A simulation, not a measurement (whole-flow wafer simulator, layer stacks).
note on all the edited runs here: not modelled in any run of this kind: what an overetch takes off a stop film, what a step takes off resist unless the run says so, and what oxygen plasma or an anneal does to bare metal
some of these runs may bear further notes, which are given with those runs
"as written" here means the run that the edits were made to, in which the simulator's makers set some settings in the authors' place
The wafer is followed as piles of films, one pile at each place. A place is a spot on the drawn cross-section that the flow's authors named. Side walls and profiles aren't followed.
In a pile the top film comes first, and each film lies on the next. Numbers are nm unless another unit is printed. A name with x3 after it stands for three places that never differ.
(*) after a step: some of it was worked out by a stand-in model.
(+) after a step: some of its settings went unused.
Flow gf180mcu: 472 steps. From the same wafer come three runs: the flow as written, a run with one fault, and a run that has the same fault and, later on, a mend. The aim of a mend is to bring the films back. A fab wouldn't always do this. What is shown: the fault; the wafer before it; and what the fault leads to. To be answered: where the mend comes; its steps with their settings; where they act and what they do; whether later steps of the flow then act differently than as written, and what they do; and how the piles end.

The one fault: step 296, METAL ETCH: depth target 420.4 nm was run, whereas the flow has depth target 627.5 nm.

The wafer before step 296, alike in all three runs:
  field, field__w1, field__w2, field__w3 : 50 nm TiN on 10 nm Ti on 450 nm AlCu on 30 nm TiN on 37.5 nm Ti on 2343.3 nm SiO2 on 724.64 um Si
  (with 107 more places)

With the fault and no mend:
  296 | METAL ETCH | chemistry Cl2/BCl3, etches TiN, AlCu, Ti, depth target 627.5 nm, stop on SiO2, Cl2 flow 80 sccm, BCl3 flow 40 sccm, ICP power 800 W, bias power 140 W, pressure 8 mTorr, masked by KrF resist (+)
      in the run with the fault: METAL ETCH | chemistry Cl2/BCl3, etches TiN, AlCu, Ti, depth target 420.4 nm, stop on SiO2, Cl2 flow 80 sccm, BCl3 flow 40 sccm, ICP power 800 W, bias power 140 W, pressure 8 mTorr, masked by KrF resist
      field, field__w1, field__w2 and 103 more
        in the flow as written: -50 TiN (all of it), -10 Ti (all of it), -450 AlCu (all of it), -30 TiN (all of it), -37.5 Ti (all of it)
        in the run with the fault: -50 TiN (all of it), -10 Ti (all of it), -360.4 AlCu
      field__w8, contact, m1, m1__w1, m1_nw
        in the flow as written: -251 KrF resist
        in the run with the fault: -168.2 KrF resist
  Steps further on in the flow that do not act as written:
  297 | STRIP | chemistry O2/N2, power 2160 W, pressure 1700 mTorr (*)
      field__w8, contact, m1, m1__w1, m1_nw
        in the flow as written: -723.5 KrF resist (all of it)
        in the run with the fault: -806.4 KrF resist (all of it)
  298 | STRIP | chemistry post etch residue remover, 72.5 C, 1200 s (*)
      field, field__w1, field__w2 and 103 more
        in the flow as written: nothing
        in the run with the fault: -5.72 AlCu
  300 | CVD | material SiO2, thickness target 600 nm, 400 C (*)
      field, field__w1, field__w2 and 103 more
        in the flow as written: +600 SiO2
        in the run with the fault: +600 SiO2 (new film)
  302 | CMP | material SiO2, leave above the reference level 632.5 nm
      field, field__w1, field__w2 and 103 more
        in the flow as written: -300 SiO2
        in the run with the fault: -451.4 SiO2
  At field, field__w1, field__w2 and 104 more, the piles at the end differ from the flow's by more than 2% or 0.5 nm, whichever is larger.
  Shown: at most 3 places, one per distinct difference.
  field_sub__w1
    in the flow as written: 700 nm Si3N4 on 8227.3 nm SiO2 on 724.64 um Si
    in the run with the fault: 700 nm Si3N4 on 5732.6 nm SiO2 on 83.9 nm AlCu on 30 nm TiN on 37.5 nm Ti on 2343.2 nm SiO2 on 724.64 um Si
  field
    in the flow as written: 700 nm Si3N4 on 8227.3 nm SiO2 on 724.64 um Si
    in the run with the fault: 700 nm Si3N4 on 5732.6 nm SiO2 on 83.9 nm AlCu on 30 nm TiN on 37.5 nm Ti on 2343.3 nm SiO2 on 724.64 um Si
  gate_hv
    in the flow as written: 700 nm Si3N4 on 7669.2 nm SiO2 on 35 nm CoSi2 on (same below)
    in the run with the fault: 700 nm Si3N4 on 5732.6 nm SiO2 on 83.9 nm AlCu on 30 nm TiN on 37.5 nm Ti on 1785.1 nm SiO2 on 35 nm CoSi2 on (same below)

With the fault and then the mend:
  The mend follows step 298.
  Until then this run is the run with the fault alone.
  298a | DEHYDRATE | 200 C, 60 s (the flow's step 289 again)
      does not change any film at any place that is followed
  298b | HMDS | 120 C, 60 s (the flow's step 290 again)
      does not change any film at any place that is followed
  298c | COAT | KrF resist, thickness 1000 nm (*) (the flow's step 291 again)
      iso_ptap_pw, iso_ntap_nw, iso_nw_fld and 33 more
        +1000 KrF resist (new film)
      field__w2, field__w3, field__w5 and 14 more
        +1002.8 KrF resist (new film)
      field_sub__w4, field_sub__w5, ld_gate_p and 9 more
        +1002.7 KrF resist (new film)
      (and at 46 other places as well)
  298d | SOFTBAKE | KrF resist (the flow's step 292 again)
      does not change any film at any place that is followed
  298e | EXPOSE | photomask Metal2 (the flow's step 293 again)
      does not change any film at any place that is followed
  298f | PEB | KrF resist, 135 C, 90 s (the flow's step 294 again)
      field__w1, field__w2, field__w3 and 56 more
        -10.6 KrF resist
      iso_ptap_pw, iso_ntap_nw, iso_nw_fld and 33 more
        -10.5 KrF resist
      gate_hv, sd_p, nw_sep_fld, polyc_n, polyc_n_rim
        -10.7 KrF resist
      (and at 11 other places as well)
  298g | DEVELOP | thickness 1000 nm, 60 s (the flow's step 295 again)
      iso_ptap_pw, iso_ntap_nw, iso_nw_fld and 33 more
        -989.5 KrF resist (all of it)
      field__w1, field_sub, field_sub__w3 and 9 more
        -992.3 KrF resist (all of it)
      field_sub__w2, field_sub__w4, ld_drn_n and 9 more
        -992.1 KrF resist (all of it)
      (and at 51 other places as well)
  298h | METAL ETCH | chemistry Cl2/BCl3, etches TiN, AlCu, Ti, depth target 207.1 nm, stop on SiO2, Cl2 flow 80 sccm, BCl3 flow 40 sccm, ICP power 800 W, bias power 140 W, pressure 8 mTorr, masked by KrF resist (+) (the flow's step 296 again, with other settings)
      field, field__w1, field__w2 and 103 more
        -83.9 AlCu (all of it), -30 TiN (all of it), -37.5 Ti (all of it)
      field__w8, contact, m1, m1__w1, m1_nw
        -82.8 KrF resist
  298i | STRIP | chemistry O2/N2, power 2160 W, pressure 1700 mTorr (*) (the flow's step 297 again)
      field__w8
        -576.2 KrF resist (all of it)
      contact
        -574.1 KrF resist (all of it)
      m1
        -576.6 KrF resist (all of it)
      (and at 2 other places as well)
  298j | STRIP | chemistry post etch residue remover, 72.5 C, 1200 s (*) (the flow's step 298 again)
      field__w8, contact, m1, m1__w1, m1_nw
        -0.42 TiN
  Every later step of the flow that is run acts as written, at every place that is followed, to within 2% or 0.5 nm, whichever is larger.
  The piles end only slightly different from the flow's at the places that both follow, by no more than 2% or 0.5 nm, whichever is larger.
